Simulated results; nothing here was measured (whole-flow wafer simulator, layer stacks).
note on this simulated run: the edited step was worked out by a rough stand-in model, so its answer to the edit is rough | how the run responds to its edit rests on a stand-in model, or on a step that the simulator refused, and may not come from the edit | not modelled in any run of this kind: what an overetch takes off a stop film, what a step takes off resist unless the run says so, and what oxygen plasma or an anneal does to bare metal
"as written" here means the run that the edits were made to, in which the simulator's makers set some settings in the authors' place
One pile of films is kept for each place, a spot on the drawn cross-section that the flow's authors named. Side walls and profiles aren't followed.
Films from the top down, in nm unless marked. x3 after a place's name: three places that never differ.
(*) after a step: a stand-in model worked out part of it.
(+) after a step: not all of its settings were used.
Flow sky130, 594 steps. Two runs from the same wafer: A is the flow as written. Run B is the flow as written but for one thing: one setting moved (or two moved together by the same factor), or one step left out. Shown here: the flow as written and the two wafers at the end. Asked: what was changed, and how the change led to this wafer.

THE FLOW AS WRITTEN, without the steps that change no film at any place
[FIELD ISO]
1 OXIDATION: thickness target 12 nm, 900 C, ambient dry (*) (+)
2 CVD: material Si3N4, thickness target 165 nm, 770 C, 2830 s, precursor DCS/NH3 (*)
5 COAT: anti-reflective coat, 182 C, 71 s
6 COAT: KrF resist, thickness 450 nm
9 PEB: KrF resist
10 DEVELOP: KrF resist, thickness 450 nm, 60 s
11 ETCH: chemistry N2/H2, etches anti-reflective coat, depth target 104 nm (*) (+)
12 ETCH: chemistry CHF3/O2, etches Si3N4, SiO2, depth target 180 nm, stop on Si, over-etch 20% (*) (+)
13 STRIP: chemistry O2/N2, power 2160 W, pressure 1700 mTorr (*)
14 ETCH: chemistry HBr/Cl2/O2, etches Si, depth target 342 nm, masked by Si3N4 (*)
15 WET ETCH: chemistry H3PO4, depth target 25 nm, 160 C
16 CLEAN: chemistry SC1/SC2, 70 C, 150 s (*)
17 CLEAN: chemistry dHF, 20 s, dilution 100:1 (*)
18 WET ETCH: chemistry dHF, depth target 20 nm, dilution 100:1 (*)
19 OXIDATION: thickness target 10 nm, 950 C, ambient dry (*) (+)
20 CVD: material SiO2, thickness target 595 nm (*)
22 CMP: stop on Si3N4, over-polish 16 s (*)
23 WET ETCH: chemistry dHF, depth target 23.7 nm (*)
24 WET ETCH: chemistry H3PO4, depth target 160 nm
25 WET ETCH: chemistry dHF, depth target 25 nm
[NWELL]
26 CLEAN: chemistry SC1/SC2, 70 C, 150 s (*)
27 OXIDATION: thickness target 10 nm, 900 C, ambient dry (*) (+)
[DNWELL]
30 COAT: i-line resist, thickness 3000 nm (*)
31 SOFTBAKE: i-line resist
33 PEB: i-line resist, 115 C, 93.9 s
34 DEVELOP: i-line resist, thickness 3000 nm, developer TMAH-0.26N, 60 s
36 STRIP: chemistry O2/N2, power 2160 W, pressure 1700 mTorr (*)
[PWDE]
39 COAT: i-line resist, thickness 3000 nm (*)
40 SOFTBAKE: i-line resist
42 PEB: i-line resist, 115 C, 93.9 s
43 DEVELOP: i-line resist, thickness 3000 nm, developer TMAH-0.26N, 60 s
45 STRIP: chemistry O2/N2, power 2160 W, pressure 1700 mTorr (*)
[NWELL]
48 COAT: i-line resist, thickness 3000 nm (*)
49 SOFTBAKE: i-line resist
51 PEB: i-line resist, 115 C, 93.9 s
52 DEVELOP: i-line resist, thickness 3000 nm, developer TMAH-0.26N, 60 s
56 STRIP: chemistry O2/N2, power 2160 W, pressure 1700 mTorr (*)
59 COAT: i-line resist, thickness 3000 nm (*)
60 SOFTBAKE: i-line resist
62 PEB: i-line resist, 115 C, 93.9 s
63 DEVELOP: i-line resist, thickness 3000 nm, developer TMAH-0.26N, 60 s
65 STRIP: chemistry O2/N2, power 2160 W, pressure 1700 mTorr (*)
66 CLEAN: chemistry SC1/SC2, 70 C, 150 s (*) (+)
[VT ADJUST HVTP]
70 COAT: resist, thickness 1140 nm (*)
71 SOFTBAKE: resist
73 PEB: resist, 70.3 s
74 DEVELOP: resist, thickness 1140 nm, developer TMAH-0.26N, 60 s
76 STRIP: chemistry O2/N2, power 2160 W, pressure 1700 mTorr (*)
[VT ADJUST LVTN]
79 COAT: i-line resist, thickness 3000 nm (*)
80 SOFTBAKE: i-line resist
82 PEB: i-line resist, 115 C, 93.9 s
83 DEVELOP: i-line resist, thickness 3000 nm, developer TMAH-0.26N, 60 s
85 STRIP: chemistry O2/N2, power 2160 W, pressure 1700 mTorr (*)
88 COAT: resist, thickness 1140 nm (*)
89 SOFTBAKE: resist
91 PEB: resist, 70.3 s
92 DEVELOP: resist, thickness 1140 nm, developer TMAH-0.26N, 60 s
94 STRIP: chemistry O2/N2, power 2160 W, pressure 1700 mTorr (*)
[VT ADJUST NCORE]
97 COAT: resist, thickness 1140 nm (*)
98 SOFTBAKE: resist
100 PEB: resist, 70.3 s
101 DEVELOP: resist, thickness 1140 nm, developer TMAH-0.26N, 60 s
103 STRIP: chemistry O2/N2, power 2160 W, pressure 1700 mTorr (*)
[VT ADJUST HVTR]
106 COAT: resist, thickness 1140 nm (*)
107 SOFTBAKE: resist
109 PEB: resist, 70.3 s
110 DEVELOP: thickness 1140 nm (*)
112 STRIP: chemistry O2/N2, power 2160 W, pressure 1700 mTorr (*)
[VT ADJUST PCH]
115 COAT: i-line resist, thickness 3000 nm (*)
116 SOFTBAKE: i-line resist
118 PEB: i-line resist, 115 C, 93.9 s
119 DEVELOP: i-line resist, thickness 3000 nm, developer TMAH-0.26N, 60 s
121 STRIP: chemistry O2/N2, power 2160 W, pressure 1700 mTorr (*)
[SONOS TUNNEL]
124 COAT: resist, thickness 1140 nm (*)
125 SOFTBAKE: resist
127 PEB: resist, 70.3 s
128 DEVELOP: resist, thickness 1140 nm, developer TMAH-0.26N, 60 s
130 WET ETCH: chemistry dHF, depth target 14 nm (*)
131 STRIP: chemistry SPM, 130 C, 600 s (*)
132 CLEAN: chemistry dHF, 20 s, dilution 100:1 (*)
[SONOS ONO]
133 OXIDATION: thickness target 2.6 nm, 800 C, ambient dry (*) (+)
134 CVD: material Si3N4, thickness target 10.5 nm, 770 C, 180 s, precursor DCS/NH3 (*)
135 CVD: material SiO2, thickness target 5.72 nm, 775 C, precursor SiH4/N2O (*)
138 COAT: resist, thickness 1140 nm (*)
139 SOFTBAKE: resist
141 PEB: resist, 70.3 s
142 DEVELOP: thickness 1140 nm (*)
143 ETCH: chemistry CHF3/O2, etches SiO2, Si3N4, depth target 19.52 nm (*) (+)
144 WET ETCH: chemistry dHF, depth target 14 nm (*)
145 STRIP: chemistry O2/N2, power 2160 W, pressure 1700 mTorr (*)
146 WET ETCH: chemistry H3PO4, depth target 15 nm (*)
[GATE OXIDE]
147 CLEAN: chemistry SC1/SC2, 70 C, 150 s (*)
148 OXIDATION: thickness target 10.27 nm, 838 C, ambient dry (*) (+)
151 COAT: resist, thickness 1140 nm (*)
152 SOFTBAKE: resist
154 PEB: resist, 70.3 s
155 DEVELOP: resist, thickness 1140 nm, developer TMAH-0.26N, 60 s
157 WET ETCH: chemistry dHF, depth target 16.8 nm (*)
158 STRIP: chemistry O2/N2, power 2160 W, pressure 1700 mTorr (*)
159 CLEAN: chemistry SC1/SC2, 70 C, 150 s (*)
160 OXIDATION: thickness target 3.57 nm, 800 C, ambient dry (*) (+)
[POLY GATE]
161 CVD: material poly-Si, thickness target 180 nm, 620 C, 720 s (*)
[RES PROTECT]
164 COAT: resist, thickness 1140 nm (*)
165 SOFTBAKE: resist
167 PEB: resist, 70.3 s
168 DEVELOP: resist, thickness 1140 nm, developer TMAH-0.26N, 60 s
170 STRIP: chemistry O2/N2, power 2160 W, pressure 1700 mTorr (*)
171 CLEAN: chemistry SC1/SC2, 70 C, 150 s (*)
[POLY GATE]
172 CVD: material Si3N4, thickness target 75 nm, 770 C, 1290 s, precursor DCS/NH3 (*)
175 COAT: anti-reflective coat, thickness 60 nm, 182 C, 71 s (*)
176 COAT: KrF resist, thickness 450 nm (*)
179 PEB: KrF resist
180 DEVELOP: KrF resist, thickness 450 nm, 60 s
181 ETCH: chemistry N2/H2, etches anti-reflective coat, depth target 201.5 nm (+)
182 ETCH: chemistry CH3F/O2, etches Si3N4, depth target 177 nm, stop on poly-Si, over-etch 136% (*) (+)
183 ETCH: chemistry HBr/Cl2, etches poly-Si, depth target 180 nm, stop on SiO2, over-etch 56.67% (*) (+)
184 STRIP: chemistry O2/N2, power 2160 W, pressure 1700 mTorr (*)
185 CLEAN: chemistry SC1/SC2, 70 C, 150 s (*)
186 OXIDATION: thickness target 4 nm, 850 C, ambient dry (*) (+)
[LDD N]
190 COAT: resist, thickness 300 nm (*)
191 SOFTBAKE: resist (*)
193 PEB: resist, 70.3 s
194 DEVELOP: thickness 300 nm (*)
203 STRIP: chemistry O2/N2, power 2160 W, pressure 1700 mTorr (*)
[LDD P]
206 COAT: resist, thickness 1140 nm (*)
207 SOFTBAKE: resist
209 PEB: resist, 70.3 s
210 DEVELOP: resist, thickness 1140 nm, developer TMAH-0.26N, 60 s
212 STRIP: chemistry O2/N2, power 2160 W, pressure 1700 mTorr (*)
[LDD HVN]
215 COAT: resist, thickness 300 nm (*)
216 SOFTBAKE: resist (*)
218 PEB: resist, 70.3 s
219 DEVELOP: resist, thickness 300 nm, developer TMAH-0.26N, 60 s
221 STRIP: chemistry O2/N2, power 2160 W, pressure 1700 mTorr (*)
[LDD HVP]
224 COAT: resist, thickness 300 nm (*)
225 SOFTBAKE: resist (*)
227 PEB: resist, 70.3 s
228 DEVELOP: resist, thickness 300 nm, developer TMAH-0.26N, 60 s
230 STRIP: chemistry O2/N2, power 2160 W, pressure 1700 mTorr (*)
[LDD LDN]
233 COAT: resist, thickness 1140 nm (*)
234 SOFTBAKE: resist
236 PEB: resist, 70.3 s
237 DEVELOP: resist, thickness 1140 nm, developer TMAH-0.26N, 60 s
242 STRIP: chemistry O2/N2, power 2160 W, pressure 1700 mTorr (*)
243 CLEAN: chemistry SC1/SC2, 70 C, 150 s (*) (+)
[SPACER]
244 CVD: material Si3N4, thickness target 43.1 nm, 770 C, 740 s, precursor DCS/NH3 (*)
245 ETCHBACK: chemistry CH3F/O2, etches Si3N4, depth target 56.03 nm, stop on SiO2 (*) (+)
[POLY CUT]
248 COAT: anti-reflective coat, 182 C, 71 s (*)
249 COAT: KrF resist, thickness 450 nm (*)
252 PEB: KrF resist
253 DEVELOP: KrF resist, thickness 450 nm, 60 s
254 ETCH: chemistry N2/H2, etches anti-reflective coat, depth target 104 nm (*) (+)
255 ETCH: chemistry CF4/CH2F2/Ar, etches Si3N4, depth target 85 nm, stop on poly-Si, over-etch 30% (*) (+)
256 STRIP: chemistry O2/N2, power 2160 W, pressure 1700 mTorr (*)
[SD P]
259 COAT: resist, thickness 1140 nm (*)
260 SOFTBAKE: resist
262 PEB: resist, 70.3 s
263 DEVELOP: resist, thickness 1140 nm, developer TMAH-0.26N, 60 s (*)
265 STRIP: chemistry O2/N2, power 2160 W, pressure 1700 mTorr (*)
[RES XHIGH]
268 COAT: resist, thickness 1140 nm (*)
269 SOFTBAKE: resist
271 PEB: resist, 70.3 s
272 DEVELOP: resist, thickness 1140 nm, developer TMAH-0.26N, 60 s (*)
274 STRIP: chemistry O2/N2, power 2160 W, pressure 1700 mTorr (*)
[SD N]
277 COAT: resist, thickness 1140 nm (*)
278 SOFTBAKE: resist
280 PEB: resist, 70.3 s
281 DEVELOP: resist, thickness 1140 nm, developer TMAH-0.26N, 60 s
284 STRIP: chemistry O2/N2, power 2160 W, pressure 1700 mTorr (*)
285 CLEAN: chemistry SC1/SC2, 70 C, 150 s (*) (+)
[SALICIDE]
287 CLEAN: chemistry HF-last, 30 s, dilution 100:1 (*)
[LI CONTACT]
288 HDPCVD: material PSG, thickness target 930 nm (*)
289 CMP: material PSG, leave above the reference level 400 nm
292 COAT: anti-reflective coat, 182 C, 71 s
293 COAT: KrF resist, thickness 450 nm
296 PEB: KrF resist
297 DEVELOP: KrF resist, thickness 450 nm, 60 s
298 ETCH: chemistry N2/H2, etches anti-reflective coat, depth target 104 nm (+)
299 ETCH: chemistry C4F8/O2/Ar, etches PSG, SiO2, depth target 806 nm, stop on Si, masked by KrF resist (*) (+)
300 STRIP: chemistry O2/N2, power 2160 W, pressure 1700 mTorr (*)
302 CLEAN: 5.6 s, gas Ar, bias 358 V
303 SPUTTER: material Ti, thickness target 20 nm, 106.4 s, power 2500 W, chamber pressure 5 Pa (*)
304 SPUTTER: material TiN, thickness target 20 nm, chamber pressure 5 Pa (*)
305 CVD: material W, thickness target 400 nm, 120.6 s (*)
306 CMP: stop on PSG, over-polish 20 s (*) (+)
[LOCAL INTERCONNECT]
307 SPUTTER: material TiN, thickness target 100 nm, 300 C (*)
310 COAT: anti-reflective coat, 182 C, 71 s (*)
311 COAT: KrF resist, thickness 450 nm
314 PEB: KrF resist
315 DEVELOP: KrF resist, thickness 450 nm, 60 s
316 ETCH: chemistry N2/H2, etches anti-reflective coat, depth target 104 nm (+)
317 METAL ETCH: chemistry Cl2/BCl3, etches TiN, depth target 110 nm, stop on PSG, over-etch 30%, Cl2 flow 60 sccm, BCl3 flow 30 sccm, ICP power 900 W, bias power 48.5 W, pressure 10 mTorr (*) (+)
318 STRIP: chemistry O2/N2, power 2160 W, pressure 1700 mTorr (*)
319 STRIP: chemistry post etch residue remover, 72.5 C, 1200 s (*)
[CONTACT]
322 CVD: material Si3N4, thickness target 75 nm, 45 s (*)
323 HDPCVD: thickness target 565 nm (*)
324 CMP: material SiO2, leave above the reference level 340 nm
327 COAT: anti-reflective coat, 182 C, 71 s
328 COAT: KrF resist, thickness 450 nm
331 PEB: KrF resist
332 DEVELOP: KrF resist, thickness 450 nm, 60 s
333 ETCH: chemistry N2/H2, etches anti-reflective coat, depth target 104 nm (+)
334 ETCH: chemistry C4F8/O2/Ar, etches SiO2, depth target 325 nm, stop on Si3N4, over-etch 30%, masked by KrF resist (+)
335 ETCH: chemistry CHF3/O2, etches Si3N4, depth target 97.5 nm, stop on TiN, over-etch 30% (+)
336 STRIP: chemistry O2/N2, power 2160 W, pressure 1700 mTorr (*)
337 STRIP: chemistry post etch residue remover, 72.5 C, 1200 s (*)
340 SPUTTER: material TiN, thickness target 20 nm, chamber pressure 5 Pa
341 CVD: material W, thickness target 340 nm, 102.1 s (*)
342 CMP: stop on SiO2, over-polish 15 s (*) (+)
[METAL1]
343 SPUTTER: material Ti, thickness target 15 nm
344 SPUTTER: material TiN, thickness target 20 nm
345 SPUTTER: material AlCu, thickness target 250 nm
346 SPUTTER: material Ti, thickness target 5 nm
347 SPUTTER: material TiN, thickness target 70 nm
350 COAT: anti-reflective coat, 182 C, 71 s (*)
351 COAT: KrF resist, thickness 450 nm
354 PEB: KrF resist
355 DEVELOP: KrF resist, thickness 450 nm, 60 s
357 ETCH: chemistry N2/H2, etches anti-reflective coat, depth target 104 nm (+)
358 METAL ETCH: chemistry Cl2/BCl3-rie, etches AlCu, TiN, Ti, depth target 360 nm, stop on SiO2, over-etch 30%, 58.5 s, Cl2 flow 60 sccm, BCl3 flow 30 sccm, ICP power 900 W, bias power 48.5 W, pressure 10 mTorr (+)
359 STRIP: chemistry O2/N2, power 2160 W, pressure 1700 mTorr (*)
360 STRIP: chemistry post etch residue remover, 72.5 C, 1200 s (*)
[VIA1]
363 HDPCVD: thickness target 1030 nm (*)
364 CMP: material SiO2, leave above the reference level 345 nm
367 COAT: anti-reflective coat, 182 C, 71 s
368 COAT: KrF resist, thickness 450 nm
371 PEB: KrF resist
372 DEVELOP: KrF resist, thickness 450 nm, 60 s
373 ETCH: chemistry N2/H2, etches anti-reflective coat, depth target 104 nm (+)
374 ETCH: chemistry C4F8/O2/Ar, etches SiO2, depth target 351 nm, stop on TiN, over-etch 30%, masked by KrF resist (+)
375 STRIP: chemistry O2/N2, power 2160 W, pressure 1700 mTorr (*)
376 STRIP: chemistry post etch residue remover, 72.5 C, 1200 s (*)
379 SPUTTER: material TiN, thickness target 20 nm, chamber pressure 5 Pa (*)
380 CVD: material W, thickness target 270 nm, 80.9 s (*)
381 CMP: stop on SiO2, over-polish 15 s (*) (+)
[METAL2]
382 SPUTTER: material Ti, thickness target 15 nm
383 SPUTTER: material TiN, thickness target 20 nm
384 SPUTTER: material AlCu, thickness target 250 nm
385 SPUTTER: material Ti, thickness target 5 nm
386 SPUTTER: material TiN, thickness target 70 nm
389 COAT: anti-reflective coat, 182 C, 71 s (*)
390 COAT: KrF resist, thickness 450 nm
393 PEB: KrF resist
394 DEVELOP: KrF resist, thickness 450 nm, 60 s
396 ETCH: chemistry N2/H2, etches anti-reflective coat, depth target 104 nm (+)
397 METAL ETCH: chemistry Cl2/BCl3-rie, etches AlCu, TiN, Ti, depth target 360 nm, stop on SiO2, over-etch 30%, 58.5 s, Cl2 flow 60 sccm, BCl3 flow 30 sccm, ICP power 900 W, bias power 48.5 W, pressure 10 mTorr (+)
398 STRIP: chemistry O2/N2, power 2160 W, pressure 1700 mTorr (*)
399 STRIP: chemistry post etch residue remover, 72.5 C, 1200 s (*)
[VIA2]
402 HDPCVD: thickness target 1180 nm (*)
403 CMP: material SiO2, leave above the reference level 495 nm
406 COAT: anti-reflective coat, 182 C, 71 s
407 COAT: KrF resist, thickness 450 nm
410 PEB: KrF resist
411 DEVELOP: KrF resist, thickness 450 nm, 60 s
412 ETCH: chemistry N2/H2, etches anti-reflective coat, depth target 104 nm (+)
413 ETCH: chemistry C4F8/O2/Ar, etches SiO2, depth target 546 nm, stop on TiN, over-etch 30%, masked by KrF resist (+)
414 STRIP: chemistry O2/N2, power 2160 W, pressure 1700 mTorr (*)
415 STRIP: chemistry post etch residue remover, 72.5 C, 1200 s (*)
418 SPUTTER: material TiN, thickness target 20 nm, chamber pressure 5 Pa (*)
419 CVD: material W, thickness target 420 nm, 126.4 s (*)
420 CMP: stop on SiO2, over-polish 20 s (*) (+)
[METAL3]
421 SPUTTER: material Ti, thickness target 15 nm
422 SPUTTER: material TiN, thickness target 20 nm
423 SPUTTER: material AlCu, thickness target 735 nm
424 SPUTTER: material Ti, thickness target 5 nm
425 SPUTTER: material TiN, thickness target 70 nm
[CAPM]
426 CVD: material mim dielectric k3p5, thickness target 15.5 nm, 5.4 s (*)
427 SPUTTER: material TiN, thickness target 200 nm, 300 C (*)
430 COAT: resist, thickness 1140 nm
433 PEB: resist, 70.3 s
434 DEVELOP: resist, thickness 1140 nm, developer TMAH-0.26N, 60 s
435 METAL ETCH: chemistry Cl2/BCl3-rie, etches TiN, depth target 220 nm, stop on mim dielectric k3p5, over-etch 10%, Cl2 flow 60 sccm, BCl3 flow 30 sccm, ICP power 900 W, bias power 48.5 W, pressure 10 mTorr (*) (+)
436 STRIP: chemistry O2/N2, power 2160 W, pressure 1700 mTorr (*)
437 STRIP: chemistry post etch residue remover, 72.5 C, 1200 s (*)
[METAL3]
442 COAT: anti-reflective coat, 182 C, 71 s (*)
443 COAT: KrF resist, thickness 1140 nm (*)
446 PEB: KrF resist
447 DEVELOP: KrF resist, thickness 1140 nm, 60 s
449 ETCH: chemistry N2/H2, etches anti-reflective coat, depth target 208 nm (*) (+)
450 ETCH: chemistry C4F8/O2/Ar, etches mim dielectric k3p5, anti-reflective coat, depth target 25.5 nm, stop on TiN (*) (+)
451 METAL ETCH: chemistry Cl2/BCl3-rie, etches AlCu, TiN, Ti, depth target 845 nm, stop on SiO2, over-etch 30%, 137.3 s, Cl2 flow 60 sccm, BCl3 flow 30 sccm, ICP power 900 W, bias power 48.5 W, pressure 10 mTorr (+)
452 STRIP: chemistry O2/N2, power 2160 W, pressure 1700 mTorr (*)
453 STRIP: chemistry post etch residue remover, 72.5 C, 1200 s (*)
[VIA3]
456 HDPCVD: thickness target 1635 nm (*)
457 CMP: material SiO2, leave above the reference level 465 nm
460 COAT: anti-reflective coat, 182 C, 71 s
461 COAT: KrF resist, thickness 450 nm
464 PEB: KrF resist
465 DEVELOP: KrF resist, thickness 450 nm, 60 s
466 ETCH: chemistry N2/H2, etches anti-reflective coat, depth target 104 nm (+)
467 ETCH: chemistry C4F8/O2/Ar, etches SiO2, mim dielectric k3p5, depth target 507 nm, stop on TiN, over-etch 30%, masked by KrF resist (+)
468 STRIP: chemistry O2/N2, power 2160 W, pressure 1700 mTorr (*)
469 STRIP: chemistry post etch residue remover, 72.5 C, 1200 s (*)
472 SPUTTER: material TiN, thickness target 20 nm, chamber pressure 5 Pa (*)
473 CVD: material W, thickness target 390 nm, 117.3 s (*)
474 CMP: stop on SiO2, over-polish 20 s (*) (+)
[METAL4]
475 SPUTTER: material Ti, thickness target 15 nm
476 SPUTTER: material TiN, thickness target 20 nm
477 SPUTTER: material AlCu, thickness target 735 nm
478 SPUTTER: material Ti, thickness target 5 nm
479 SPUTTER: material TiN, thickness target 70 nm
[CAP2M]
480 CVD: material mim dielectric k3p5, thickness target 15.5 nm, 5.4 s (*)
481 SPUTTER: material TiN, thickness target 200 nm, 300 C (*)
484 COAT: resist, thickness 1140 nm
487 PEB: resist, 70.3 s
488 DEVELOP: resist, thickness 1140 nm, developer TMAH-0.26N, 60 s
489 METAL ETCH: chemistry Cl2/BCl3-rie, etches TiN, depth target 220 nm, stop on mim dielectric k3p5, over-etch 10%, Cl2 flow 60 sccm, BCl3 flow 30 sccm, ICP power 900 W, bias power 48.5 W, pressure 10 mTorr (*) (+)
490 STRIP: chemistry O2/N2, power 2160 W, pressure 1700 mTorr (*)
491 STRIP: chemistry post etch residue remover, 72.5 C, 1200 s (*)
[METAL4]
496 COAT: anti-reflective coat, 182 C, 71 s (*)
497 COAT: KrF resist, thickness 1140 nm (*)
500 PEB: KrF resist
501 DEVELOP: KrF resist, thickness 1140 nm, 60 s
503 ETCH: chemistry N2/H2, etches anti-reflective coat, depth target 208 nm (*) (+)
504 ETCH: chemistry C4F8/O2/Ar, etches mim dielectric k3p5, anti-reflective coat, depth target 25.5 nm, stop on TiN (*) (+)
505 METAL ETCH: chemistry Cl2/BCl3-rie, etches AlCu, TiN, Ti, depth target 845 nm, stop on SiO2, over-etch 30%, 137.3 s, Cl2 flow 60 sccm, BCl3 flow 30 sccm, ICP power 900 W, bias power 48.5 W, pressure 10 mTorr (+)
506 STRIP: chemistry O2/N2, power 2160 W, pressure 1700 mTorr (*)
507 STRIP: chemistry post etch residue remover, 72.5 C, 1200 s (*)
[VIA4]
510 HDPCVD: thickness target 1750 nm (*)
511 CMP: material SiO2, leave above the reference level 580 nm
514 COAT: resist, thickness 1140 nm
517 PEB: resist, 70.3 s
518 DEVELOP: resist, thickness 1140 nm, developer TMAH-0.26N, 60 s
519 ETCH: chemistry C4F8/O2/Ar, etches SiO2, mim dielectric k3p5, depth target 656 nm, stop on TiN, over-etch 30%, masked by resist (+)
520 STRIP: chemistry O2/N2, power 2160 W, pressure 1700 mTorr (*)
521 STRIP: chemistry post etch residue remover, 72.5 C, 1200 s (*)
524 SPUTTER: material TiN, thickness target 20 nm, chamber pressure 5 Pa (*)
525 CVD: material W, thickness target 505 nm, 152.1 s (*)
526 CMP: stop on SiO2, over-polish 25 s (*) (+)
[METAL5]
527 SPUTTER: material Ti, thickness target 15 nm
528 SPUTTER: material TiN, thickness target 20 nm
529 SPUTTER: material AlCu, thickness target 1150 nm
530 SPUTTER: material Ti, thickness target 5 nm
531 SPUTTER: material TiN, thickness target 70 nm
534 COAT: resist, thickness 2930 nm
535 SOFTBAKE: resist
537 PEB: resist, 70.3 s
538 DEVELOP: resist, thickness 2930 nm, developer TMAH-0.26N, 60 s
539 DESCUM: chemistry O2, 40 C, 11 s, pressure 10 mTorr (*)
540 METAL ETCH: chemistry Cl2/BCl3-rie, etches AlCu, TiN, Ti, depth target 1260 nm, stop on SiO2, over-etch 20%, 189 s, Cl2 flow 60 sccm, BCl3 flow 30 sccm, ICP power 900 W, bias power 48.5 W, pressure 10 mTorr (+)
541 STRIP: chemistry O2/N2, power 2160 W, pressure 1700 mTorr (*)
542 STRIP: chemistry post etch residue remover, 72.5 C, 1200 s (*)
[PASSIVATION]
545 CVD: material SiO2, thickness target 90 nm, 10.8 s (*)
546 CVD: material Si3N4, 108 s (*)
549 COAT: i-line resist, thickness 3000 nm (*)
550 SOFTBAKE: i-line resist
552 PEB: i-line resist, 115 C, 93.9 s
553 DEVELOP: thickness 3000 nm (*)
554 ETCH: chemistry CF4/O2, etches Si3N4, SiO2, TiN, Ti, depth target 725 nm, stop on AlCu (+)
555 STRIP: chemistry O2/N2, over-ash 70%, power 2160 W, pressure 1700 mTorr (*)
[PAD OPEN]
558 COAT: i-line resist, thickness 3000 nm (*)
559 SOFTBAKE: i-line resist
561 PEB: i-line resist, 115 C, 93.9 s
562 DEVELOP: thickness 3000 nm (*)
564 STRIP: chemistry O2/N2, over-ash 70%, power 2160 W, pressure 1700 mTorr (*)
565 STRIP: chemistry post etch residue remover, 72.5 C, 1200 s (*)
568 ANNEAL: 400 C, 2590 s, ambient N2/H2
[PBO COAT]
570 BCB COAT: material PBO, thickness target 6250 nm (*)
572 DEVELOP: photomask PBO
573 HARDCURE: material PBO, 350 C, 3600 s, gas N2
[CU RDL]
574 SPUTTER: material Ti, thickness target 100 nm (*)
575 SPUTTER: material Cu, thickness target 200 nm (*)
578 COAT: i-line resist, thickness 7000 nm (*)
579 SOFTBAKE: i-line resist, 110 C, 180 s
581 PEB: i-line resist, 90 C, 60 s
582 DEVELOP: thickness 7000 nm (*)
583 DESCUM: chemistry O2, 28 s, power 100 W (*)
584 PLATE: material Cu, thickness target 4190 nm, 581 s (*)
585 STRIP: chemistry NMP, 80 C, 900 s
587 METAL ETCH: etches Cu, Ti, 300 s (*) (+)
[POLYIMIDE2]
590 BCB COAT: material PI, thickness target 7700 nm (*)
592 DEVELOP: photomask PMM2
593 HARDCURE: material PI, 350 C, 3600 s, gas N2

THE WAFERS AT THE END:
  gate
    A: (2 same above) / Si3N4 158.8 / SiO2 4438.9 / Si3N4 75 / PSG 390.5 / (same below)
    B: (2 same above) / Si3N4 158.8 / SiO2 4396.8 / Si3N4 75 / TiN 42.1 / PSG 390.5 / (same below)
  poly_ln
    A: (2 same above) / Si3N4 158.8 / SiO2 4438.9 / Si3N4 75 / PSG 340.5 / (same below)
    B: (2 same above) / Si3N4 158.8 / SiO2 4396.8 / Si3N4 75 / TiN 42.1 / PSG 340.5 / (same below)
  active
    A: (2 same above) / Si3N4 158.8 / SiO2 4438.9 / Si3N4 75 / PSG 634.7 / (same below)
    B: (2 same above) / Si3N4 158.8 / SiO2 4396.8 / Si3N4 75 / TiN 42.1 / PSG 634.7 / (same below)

The cause: step 317, METAL ETCH: depth target 56.1 nm was run, where the flow has depth target 110 nm.

How the change led to this, step by step:
  317 METAL ETCH: chemistry Cl2/BCl3, etches TiN, depth target 110 nm, stop on PSG, over-etch 30%, Cl2 flow 60 sccm, BCl3 flow 30 sccm, ICP power 900 W, bias power 48.5 W, pressure 10 mTorr (*) (+)
      field, active, gate and 88 more: A TiN -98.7 (all of it) | B TiN -56.1
      n_well, p_well, gate_hv and 97 more: A KrF resist -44 | B KrF resist -22.4
  318 STRIP: chemistry O2/N2, power 2160 W, pressure 1700 mTorr (*)
      n_well, p_well, gate_hv and 93 more: A KrF resist -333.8 (all of it), anti-reflective coat -80 (all of it) | B KrF resist -355.4 (all of it), anti-reflective coat -80 (all of it)
      poly_licon, ndiff_licon, ndiff_licon_cpp, rpo_hd_licon: A KrF resist -333.9 (all of it), anti-reflective coat -80.5 (all of it) | B KrF resist -355.4 (all of it), anti-reflective coat -80.5 (all of it)
  324 CMP: material SiO2, leave above the reference level 340 nm
      field, active, gate and 88 more: A SiO2 -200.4 | B SiO2 -242.6
Counting metal films that touch as one body, gate has 1 body; the flow as written gives 0 bodies.
Counting metal films that touch as one body, poly_ln has 1 body; the flow as written gives 0 bodies.
Counting metal films that touch as one body, active has 1 body; the flow as written gives 0 bodies.
